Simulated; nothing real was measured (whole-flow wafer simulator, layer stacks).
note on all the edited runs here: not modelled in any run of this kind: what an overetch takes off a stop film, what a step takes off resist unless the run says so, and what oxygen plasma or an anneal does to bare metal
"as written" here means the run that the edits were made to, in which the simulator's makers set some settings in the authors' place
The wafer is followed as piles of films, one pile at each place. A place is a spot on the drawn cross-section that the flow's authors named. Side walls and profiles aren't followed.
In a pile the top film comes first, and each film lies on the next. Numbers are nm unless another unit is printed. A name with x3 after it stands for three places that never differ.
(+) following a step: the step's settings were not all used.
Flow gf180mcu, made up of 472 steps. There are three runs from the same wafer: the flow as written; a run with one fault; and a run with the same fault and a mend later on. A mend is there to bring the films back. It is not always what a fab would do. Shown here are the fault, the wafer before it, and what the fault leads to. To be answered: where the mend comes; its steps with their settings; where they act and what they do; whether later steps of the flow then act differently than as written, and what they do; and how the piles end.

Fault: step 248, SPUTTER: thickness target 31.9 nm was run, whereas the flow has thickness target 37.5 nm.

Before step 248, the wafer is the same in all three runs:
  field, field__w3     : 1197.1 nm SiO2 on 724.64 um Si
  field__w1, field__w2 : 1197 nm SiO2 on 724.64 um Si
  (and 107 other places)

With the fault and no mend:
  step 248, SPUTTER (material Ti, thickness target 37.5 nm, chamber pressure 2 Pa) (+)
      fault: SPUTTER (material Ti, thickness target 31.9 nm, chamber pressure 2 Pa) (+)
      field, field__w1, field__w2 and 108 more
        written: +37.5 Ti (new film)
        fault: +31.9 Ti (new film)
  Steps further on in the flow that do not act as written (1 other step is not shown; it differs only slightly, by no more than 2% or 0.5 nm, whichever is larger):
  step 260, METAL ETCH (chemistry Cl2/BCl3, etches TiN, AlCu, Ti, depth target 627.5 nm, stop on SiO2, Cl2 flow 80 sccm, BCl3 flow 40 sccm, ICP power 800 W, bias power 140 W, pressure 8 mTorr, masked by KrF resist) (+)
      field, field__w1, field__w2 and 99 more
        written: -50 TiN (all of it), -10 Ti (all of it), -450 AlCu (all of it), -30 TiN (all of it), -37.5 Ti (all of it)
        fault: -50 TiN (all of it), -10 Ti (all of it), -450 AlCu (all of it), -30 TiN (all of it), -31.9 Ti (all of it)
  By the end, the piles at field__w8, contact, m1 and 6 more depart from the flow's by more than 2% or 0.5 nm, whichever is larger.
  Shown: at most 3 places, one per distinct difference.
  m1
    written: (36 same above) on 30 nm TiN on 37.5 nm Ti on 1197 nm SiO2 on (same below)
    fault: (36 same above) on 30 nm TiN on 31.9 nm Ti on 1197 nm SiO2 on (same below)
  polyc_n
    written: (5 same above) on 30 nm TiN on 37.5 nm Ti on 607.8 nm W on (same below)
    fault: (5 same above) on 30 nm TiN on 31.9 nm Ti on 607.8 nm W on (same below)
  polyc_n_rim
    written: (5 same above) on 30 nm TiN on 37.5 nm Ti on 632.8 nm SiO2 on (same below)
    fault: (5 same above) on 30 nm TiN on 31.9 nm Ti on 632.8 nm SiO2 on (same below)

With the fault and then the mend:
  The mend stands after step 248.
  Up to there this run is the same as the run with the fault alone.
  step 248a, SPUTTER (material Ti, thickness target 5.6 nm, chamber pressure 2 Pa) (+) (the flow's step 248 again, with other settings)
      field, field__w1, field__w2 and 108 more
        +5.6 Ti
  None of the later steps of the flow acts differently than as written at any place that is followed.
  At every place that both follow, the piles at the end match the flow's.
